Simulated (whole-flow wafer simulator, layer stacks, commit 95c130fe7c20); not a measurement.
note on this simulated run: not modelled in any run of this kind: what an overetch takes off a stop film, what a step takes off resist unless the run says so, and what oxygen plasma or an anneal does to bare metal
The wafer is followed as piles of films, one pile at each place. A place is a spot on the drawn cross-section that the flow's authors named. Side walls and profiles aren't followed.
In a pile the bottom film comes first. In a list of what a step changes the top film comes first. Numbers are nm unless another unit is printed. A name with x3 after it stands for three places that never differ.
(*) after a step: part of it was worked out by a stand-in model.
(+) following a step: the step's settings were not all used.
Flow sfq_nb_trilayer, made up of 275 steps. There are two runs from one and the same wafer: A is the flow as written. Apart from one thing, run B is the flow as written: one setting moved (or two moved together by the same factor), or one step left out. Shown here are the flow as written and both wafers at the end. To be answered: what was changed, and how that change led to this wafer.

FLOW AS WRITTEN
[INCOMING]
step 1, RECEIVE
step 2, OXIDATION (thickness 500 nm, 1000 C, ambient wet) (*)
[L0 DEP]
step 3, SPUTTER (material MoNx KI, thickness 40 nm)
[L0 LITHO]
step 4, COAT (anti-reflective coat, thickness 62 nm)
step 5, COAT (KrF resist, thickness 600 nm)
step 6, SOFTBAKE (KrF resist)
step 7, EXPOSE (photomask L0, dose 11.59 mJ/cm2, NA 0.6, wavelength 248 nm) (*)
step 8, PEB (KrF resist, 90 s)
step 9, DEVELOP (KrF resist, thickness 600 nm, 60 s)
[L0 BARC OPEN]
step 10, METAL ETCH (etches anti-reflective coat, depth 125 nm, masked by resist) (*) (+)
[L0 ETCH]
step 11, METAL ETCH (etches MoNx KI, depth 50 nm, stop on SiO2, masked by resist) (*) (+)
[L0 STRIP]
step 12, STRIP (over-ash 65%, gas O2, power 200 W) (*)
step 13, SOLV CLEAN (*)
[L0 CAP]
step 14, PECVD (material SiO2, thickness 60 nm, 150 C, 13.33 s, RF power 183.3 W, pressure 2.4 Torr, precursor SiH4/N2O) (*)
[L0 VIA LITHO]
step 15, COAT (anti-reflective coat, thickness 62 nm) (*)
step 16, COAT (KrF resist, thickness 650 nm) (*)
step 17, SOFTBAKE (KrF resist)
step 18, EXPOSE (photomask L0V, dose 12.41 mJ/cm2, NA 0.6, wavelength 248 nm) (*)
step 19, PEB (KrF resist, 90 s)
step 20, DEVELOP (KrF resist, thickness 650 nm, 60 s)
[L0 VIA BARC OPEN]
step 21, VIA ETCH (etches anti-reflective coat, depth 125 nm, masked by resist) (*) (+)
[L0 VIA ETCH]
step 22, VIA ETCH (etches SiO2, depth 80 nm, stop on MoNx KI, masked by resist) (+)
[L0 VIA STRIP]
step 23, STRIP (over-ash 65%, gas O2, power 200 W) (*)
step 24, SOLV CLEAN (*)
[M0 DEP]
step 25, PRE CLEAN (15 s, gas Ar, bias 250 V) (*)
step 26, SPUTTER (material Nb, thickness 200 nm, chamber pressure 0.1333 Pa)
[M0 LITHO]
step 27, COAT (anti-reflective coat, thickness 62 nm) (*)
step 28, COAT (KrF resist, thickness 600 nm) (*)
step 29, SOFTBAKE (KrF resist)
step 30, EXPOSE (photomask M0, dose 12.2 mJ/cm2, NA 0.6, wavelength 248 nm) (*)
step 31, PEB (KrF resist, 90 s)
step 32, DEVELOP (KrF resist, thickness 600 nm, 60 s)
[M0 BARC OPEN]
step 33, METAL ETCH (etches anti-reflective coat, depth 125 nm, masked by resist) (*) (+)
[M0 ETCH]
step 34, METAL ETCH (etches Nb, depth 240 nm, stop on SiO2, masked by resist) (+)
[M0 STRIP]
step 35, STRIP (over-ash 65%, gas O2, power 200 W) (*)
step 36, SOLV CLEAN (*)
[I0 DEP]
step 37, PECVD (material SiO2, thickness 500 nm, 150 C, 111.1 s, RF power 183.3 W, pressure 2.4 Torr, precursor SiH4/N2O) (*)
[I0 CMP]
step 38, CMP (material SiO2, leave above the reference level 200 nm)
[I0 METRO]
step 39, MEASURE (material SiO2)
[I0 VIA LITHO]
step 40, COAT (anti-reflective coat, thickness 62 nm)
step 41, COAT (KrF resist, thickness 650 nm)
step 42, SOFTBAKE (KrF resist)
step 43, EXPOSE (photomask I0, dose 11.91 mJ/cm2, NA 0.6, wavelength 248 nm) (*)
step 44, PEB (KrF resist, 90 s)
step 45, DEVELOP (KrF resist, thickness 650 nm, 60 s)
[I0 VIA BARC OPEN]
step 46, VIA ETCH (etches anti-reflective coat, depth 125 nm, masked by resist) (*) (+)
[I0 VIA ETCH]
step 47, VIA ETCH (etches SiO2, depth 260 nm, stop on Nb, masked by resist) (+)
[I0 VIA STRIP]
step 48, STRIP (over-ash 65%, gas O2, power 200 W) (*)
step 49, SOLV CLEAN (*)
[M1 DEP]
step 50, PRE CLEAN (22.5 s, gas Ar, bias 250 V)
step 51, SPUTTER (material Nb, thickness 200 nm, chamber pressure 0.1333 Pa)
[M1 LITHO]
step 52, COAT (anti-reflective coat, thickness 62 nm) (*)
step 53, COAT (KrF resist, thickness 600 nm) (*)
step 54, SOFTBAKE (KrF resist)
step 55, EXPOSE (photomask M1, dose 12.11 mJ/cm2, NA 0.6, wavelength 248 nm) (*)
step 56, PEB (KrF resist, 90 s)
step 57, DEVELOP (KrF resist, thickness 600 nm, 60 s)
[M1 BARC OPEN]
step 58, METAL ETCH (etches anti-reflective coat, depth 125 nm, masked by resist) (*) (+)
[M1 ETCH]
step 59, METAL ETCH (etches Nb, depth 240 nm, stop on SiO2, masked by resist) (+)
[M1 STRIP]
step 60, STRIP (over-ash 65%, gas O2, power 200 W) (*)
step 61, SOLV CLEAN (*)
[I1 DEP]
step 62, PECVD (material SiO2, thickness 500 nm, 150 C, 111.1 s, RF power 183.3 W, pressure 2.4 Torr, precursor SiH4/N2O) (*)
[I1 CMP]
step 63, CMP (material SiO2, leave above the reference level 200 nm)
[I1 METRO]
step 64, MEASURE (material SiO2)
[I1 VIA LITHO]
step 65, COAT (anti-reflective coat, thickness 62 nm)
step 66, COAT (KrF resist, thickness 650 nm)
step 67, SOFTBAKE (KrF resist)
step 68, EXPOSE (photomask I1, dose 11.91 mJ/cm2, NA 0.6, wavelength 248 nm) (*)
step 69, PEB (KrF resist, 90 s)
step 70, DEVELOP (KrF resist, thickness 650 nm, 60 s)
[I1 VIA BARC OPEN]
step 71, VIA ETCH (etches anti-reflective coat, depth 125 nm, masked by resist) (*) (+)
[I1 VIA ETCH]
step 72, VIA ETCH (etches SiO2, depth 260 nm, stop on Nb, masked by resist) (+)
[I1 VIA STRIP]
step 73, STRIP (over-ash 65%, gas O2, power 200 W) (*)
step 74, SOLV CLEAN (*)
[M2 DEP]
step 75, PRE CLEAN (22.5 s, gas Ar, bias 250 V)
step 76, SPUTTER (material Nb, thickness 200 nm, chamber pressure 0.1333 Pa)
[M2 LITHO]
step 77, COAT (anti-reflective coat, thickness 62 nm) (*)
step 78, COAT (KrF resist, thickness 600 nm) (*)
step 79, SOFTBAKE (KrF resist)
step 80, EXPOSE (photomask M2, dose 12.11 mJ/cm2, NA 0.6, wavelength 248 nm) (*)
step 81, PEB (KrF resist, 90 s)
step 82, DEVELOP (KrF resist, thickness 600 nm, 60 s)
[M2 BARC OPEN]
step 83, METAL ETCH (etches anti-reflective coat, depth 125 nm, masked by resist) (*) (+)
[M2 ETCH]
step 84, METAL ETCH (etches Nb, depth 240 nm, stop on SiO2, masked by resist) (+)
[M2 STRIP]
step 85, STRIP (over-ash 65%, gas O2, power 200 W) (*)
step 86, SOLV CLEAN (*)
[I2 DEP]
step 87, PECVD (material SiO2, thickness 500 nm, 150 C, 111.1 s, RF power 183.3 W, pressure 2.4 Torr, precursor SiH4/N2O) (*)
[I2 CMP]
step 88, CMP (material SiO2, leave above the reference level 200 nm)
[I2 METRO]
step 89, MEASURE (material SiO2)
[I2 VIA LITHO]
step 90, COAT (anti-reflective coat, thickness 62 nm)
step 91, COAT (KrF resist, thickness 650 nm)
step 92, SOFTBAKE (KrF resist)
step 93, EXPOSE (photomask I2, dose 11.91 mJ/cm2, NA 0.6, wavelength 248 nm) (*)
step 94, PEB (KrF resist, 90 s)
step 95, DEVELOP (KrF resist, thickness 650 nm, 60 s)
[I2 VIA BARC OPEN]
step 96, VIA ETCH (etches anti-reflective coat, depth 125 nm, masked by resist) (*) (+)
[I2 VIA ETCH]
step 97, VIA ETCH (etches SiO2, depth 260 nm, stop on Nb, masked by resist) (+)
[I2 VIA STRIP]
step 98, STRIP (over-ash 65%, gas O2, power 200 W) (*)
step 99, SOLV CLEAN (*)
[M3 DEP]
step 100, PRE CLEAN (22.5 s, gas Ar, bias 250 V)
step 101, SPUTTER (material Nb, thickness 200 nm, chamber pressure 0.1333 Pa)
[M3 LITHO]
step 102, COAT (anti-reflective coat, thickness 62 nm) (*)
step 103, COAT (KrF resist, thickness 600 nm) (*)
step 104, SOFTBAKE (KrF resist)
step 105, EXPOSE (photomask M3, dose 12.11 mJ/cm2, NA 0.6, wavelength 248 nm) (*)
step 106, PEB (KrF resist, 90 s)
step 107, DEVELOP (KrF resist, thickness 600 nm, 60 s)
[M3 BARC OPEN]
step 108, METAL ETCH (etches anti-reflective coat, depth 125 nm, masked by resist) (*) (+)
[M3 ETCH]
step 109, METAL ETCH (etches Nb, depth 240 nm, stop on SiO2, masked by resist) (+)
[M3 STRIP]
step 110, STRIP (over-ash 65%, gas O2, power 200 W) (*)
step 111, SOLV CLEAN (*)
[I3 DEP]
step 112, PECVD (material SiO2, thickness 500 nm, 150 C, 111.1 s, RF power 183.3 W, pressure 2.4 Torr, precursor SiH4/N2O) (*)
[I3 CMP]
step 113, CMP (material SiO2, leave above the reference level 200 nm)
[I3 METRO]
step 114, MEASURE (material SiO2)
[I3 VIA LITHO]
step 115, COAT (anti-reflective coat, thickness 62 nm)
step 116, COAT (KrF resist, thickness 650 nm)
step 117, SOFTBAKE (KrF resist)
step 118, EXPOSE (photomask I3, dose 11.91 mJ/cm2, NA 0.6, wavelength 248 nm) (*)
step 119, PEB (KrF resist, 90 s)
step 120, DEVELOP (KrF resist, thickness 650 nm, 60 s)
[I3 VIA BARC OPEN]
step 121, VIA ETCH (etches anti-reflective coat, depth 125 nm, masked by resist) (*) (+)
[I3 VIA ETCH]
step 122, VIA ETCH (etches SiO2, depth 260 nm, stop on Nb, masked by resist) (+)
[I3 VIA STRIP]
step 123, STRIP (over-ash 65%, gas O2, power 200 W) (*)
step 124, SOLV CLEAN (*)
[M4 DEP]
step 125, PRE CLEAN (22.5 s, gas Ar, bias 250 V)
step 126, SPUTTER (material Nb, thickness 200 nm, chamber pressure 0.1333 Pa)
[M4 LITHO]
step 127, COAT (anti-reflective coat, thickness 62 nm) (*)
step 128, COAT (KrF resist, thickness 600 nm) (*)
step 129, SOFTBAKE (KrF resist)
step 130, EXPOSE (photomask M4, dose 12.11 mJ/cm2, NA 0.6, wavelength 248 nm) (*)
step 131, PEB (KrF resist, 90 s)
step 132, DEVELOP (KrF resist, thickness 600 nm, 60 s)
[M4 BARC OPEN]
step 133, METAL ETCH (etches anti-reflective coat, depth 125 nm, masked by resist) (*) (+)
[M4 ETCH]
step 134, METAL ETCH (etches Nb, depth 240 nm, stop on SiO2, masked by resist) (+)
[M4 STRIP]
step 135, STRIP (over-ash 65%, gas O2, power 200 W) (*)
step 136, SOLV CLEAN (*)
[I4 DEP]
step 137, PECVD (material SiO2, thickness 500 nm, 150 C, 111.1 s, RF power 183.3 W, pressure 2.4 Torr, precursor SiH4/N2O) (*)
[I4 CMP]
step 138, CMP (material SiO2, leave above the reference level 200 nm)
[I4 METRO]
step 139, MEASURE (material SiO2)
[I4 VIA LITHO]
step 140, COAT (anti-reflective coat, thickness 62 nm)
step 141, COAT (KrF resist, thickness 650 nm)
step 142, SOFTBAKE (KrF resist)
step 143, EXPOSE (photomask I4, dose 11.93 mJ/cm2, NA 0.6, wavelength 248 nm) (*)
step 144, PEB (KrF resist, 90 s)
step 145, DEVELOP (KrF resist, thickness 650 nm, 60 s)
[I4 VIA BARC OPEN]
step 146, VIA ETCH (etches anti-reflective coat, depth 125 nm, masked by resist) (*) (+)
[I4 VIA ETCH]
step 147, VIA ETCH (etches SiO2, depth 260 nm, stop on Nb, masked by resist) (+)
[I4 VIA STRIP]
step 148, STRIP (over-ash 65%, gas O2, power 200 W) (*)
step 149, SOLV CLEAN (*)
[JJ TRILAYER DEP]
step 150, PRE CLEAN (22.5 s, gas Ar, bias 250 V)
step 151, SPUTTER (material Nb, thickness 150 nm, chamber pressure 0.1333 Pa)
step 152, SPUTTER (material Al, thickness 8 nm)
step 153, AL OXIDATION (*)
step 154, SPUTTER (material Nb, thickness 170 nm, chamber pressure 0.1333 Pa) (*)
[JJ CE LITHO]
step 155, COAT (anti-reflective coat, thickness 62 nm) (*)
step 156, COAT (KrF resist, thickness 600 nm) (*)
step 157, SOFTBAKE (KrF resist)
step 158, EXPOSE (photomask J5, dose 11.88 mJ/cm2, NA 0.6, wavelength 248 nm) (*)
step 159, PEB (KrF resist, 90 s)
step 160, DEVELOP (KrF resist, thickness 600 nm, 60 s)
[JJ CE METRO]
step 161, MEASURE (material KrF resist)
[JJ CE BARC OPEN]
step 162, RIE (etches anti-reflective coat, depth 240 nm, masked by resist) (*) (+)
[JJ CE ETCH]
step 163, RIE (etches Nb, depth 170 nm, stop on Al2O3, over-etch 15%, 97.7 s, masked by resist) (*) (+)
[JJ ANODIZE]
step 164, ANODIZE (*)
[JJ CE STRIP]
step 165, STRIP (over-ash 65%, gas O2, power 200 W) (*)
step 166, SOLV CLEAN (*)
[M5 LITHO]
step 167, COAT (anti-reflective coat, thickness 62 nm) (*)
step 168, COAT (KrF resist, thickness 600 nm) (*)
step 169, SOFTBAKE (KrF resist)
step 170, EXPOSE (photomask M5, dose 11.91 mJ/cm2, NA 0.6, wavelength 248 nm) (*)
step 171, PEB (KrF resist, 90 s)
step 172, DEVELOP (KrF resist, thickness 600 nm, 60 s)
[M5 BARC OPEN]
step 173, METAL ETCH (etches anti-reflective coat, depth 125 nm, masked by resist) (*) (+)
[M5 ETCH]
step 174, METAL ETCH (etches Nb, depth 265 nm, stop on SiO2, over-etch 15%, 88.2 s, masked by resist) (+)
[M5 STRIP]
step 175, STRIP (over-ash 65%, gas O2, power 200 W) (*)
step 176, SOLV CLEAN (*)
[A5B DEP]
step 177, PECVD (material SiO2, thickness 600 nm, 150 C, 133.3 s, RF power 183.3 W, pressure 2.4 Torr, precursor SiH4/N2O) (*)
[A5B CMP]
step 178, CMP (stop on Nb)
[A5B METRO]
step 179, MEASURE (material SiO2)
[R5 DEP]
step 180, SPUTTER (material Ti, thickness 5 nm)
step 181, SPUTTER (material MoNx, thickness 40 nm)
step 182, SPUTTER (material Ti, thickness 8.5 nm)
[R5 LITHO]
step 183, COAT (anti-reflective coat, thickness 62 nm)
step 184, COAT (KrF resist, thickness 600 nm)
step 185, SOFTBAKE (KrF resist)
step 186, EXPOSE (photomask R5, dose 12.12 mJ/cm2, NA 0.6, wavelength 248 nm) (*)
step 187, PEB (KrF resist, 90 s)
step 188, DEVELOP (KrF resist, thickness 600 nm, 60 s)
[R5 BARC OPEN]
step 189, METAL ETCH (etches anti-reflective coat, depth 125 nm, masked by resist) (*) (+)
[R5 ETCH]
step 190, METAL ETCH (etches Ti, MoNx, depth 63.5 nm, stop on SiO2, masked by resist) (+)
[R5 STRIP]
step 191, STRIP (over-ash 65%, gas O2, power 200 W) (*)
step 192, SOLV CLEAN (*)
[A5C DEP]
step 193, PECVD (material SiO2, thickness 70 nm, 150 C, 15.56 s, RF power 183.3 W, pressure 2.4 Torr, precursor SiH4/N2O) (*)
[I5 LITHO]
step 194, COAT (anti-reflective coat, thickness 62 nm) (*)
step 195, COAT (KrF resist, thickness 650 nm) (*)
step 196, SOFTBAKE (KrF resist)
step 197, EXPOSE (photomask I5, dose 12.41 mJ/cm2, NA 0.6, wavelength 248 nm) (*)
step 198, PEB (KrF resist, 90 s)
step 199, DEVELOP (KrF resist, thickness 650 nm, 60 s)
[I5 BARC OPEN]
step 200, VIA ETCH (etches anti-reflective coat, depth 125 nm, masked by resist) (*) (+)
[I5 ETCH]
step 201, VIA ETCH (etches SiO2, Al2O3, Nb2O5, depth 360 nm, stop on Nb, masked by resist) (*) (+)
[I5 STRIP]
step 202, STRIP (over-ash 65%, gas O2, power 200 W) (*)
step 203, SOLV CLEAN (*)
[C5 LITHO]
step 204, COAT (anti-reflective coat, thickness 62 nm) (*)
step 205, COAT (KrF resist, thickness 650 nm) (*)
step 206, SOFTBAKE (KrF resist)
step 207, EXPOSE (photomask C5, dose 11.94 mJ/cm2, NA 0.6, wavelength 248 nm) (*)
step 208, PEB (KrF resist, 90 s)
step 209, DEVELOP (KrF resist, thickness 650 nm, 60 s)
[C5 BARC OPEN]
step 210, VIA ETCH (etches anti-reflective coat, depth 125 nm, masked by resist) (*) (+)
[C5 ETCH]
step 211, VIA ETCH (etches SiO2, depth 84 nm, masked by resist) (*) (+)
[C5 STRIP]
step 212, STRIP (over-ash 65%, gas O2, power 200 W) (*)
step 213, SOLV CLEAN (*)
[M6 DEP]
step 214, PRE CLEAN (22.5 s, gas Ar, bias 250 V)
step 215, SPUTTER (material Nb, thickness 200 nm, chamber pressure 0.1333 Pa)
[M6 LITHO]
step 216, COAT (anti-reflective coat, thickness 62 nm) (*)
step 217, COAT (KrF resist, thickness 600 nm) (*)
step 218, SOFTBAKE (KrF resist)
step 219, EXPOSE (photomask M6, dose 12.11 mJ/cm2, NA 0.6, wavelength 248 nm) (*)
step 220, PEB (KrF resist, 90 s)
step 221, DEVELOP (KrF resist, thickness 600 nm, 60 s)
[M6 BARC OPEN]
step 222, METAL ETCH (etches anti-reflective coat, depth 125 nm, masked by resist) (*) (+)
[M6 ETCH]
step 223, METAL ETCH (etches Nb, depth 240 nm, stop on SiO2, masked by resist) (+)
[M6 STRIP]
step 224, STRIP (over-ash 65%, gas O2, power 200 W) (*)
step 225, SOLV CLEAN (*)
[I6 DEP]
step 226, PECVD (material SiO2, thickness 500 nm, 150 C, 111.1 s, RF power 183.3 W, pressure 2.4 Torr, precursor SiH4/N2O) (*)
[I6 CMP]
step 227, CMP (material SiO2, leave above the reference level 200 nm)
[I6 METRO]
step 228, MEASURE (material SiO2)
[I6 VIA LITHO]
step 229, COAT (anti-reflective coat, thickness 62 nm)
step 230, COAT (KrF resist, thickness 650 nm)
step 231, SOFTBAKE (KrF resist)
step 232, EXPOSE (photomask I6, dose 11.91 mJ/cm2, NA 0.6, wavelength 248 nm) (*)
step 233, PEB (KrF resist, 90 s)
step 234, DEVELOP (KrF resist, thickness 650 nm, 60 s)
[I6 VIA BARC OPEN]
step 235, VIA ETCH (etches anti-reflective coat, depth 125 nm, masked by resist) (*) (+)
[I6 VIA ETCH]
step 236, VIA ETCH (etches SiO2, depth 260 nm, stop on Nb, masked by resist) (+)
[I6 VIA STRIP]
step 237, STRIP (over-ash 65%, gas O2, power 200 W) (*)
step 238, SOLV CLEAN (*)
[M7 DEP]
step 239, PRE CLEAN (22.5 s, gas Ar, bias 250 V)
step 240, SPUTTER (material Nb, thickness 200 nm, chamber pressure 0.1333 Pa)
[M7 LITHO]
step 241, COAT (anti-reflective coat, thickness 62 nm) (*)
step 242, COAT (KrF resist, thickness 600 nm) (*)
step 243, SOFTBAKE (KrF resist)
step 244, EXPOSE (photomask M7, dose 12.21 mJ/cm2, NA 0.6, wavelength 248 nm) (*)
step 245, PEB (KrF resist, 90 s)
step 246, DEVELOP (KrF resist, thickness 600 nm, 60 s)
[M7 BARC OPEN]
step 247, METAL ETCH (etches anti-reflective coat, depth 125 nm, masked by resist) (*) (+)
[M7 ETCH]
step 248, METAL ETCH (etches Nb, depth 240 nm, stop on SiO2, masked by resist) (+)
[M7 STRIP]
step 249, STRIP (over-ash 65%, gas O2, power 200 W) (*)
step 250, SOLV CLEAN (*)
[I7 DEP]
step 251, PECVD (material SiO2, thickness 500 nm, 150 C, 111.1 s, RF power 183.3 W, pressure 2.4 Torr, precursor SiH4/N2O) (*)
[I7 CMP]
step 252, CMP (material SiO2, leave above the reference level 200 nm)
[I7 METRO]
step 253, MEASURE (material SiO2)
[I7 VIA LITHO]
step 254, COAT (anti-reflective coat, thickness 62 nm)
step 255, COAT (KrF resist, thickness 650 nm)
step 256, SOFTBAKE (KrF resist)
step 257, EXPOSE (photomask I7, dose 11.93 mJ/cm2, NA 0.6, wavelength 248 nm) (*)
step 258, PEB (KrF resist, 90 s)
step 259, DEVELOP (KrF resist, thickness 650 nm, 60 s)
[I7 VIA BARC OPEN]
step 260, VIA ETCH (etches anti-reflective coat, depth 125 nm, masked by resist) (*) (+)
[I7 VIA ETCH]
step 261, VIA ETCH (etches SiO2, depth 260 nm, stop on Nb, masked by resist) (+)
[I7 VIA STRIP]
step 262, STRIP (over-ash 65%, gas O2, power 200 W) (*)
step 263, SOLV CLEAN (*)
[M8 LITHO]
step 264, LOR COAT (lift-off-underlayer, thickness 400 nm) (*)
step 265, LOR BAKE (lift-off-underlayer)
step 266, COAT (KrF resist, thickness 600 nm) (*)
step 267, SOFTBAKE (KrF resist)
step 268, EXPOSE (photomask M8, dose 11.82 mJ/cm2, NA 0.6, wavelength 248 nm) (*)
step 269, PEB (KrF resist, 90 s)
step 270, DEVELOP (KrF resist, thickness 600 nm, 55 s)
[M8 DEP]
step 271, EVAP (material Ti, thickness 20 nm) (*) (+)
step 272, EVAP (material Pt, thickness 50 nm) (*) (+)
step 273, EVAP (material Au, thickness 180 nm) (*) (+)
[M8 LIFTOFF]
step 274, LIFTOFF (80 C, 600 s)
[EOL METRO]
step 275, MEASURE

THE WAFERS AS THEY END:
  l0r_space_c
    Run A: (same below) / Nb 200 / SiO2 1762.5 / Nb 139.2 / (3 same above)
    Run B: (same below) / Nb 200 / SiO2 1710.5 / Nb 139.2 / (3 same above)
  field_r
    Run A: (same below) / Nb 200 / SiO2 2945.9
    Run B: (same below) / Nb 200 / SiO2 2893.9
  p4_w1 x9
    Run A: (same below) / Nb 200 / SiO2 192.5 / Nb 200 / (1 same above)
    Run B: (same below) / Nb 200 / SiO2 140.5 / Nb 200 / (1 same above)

What caused this: step 113, CMP: leave above the reference level 148 nm was run, though the flow has leave above the reference level 200 nm.

How this came from the change, step by step:
  step 113, CMP (material SiO2, leave above the reference level 200 nm)
      field_l, be, be_sur and 64 more: A SiO2 loses 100 | B SiO2 loses 152
      v_sur, via_wl, via_wr and 27 more: A SiO2 loses 300 | B SiO2 loses 352
      (and at 9 other places as well)
  step 122, VIA ETCH (etches SiO2, depth 260 nm, stop on Nb, masked by resist) (+)
      field_l, v_sur, via_wl and 102 more: A KrF resist loses 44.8 | B KrF resist loses 38.2
      via_v: A SiO2 loses 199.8 (all of it) | B SiO2 loses 147.8 (all of it)
  step 126, SPUTTER (material Nb, thickness 200 nm, chamber pressure 0.1333 Pa)
      via_v: A Nb gains 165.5 | B Nb gains 176.9
  step 127, COAT (anti-reflective coat, thickness 62 nm) (*)
      via_v: A anti-reflective coat gains 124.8 (new film) | B anti-reflective coat gains 112.2 (new film)
  step 128, COAT (KrF resist, thickness 600 nm) (*)
      via_v: A KrF resist gains 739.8 (new film) | B KrF resist gains 697.3 (new film)
  step 135, STRIP (over-ash 65%, gas O2, power 200 W) (*)
      via_v: A KrF resist loses 521.8 (all of it), anti-reflective coat loses 124.8 (all of it) | B KrF resist loses 479.4 (all of it), anti-reflective coat loses 112.2 (all of it)
  step 137, PECVD (material SiO2, thickness 500 nm, 150 C, 111.1 s, RF power 183.3 W, pressure 2.4 Torr, precursor SiH4/N2O) (*)
      via_v: A SiO2 gains 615 (new film) | B SiO2 gains 527.1 (new film)
  step 138, CMP (material SiO2, leave above the reference level 200 nm)
      via_v: A SiO2 loses 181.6 | B SiO2 loses 157.1
